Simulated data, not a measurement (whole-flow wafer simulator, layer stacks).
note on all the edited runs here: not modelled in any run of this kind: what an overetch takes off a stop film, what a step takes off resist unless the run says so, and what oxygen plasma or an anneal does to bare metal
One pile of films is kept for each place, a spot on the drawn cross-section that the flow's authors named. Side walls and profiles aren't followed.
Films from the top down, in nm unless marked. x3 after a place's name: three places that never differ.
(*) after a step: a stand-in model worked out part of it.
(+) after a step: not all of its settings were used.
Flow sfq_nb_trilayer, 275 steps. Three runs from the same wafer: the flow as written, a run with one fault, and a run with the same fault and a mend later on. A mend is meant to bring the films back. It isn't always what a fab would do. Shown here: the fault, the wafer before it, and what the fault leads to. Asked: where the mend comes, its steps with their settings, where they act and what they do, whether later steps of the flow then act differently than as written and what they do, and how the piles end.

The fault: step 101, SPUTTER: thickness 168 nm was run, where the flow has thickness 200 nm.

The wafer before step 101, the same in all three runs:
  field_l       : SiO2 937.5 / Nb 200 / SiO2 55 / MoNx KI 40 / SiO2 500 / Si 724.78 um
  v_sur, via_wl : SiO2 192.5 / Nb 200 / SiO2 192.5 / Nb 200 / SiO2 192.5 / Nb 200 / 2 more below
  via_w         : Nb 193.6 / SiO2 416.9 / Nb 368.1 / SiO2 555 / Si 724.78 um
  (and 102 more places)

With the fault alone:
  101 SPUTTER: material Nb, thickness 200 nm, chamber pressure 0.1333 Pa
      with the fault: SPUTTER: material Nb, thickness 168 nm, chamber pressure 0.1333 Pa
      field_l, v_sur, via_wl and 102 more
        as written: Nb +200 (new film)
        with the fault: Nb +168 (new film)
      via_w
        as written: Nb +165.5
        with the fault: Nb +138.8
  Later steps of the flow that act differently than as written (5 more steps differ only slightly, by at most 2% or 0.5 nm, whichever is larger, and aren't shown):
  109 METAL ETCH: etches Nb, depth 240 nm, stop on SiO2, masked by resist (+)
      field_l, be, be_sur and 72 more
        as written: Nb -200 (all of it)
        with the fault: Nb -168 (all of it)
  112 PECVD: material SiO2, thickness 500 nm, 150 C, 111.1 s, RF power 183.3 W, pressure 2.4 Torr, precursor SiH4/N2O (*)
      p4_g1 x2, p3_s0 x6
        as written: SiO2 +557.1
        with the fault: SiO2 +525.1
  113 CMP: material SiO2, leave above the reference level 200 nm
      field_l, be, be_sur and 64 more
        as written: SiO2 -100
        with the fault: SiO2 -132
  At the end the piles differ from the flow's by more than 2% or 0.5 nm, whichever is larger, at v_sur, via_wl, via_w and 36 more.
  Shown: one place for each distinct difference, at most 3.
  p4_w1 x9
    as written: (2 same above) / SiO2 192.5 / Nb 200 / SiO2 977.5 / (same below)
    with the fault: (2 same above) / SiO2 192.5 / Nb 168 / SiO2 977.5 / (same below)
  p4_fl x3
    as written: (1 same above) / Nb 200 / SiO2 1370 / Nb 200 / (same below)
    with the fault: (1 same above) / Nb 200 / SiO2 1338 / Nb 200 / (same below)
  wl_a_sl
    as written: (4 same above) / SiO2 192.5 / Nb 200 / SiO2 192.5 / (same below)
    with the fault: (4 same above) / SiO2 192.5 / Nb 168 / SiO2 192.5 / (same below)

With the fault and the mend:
  The mend comes after step 101.
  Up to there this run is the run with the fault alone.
  101a SPUTTER: material Nb, thickness 32 nm, chamber pressure 0.1333 Pa (the flow's step 101 once more, with other settings)
      field_l, v_sur, via_wl and 102 more
        Nb +32
      via_w
        Nb +24.4
  No later step of the flow acts differently than as written, at any place that is followed, by more than 2% or 0.5 nm, whichever is larger.
  At the end the piles differ from the flow's only slightly at the places that both follow, by at most 2% or 0.5 nm, whichever is larger.
